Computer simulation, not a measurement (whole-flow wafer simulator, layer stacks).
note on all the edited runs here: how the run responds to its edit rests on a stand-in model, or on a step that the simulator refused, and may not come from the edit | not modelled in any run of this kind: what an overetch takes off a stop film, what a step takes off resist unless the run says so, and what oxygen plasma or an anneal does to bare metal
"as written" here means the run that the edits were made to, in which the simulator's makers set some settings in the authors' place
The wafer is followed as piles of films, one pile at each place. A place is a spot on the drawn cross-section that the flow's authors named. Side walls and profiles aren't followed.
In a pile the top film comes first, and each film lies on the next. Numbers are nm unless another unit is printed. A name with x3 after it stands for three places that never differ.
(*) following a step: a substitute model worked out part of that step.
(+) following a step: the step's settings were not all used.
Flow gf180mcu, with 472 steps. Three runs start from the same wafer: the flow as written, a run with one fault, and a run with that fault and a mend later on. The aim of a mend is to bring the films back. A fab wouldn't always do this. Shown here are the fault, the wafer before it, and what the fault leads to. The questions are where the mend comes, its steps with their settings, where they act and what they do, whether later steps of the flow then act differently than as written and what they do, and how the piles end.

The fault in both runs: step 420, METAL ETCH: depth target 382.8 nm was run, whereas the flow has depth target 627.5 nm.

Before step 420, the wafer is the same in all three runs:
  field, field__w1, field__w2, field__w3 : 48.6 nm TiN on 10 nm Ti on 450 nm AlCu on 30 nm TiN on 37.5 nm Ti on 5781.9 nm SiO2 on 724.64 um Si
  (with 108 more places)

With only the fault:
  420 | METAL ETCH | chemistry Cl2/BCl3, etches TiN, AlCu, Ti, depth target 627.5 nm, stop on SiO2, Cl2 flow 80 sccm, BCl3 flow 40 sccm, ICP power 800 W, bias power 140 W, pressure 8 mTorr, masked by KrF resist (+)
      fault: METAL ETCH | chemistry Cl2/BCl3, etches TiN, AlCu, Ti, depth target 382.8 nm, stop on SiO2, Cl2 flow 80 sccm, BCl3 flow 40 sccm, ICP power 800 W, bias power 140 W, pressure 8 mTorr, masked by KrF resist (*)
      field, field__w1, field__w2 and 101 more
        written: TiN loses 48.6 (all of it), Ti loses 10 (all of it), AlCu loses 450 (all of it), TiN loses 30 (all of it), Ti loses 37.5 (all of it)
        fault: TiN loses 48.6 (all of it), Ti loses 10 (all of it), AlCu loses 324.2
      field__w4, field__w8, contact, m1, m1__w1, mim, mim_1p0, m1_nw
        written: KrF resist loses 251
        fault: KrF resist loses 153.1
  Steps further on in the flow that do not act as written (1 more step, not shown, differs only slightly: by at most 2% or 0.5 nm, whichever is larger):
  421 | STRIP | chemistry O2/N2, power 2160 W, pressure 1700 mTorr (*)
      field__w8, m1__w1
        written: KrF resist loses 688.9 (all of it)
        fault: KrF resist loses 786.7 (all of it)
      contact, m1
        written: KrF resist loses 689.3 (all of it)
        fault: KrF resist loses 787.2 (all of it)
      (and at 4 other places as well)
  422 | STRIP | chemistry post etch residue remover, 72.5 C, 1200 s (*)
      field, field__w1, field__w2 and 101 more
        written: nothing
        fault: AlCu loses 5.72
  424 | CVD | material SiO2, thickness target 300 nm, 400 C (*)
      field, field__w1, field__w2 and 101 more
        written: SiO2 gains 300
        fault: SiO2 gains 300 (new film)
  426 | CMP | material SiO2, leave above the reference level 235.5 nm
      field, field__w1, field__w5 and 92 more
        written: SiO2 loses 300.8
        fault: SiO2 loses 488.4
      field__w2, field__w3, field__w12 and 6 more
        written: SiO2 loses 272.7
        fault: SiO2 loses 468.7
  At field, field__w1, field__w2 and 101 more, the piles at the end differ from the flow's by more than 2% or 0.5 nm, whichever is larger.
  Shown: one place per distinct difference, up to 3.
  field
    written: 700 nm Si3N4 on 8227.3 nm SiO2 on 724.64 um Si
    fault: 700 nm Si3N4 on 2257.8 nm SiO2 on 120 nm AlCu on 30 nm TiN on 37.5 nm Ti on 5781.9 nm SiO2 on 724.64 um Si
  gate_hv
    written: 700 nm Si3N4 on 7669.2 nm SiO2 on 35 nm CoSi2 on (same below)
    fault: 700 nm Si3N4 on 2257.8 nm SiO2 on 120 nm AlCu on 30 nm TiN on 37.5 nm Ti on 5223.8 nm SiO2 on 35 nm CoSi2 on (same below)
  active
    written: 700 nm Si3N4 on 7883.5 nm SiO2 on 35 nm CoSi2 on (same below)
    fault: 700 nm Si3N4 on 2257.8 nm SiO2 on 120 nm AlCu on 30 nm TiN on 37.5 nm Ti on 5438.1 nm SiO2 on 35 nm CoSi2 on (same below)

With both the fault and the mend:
  The mend stands after step 420.
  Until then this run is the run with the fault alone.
  420a | METAL ETCH | chemistry Cl2/BCl3, etches TiN, AlCu, Ti, depth target 244.7 nm, stop on SiO2, Cl2 flow 80 sccm, BCl3 flow 40 sccm, ICP power 800 W, bias power 140 W, pressure 8 mTorr, masked by KrF resist (+) (the flow's step 420, run once more with other settings)
      field, field__w1, field__w2 and 101 more
        AlCu loses 125.8 (all of it), TiN loses 30 (all of it), Ti loses 37.5 (all of it)
      field__w4, field__w8, contact, m1, m1__w1, mim, mim_1p0, m1_nw
        KrF resist loses 97.9
  None of the later steps of the flow acts differently than as written at any place that is followed.
  By the end, the piles equal the flow's at every place that both follow.
